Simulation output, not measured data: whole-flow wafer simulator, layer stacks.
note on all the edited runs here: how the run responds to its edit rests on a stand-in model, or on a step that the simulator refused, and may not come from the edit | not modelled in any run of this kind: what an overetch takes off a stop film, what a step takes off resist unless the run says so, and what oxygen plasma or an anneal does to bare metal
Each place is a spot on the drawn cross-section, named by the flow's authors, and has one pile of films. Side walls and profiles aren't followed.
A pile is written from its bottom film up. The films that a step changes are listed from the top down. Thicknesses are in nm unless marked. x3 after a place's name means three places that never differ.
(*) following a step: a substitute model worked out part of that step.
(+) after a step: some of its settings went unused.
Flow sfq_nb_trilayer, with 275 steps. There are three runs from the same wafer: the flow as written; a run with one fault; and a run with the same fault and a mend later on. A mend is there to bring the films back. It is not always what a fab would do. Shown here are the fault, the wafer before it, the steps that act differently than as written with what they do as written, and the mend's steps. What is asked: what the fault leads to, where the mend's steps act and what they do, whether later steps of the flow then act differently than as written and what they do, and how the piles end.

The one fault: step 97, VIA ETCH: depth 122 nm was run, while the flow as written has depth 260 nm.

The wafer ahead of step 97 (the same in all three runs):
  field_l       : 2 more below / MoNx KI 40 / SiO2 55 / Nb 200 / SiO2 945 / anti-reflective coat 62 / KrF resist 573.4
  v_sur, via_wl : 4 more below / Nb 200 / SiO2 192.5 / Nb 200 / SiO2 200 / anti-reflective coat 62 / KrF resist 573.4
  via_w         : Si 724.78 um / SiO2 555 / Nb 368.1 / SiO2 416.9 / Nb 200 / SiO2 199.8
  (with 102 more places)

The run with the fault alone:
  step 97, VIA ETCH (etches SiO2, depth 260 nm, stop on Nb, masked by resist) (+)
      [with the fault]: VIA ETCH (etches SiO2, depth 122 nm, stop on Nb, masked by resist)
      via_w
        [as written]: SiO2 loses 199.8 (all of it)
        [with the fault]: SiO2 loses 122
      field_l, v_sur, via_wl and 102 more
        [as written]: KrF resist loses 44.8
        [with the fault]: KrF resist loses 21
  Steps further on in the flow that do not act as written (3 other steps are not shown; they differ only slightly, by no more than 2% or 0.5 nm, whichever is larger):
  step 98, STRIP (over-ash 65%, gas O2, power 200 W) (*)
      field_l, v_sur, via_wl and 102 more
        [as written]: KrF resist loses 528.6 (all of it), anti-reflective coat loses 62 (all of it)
        [with the fault]: KrF resist loses 552.4 (all of it), anti-reflective coat loses 62 (all of it)
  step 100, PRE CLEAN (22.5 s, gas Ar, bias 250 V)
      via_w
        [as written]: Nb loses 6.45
        [with the fault]: SiO2 loses 7.5
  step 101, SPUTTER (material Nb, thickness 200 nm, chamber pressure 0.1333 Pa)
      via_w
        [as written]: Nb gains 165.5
        [with the fault]: Nb gains 182.5 (new film)
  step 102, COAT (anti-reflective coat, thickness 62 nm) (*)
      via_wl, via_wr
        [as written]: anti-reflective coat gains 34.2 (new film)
        [with the fault]: anti-reflective coat gains 37.2 (new film)
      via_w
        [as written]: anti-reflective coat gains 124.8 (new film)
        [with the fault]: anti-reflective coat gains 107.3 (new film)
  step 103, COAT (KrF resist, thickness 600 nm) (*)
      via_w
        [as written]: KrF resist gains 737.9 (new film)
        [with the fault]: KrF resist gains 674.3 (new film)
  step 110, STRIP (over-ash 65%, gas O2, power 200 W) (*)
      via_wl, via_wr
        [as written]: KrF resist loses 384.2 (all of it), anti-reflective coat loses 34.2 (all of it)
        [with the fault]: KrF resist loses 391 (all of it), anti-reflective coat loses 37.2 (all of it)
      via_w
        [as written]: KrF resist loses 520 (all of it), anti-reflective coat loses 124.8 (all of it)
        [with the fault]: KrF resist loses 456.5 (all of it), anti-reflective coat loses 107.3 (all of it)
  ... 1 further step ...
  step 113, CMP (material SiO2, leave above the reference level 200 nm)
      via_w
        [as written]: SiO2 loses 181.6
        [with the fault]: SiO2 loses 160.4
  The piles end different from the flow's at via_w by more than 2% or 0.5 nm, whichever is larger.
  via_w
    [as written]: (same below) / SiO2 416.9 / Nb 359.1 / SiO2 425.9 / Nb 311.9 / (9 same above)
    [with the fault]: (same below) / SiO2 416.9 / Nb 200 / SiO2 70.3 / Nb 182.5 / SiO2 332.1 / Nb 311.9 / (9 same above)

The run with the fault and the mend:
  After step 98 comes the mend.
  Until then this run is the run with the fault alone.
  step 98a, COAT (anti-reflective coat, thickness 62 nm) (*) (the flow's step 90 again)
      p4_fl x3, p4_w1 x9, p4_g1 x2 and 63 more
        anti-reflective coat gains 62 (new film)
      gap, jj_sur, ce_l and 16 more
        anti-reflective coat gains 61.9 (new film)
      field_l, via_v
        anti-reflective coat gains 61.6 (new film)
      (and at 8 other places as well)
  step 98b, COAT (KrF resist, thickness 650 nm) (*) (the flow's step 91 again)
      p4_fl x3, p4_w1 x9, p4_g1 x2 and 63 more
        KrF resist gains 650 (new film)
      field_r, lsp_l, ln_m5, lsp_m, ln_m6, lsp_r, l0_sur, l0v
        KrF resist gains 649.7 (new film)
      r_sur, res, r_end, moat
        KrF resist gains 649.6 (new film)
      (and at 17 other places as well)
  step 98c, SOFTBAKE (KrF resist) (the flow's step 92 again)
      leaves every film unchanged at each place that is followed
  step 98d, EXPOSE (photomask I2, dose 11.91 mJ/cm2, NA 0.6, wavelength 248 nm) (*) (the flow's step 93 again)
      leaves every film unchanged at each place that is followed
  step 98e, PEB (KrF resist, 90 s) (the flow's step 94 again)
      be_sur, gap, jj_sur and 94 more
        KrF resist loses 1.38
      v_sur, via_v, wire, be
        KrF resist loses 1.37
      field_l, via_sp
        KrF resist loses 1.36
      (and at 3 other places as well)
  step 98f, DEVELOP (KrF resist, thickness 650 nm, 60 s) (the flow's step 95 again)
      field_l, v_sur, via_wl and 102 more
        KrF resist loses 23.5
      via_w
        KrF resist loses 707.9 (all of it)
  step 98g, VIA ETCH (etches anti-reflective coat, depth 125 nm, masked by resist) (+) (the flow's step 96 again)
      field_l, v_sur, via_wl and 102 more
        KrF resist loses 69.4
      via_w
        anti-reflective coat loses 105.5 (all of it), SiO2 loses 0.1
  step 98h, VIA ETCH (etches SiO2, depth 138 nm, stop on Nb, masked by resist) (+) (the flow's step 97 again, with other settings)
      field_l, v_sur, via_wl and 102 more
        KrF resist loses 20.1
      via_w
        SiO2 loses 77.7 (all of it)
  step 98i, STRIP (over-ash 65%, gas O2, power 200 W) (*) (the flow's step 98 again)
      p4_fl x3, p4_w1 x9, p4_g1 x2 and 63 more
        KrF resist loses 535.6 (all of it), anti-reflective coat loses 62 (all of it)
      res, r_end, moat and 6 more
        KrF resist loses 535.2 (all of it), anti-reflective coat loses 61.9 (all of it)
      c5j, ce_r, sp_r
        KrF resist loses 535 (all of it), anti-reflective coat loses 61.9 (all of it)
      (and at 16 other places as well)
  Later steps of the flow that are run all act as written at every place that is followed.
  At every place that both follow, the piles at the end match the flow's.
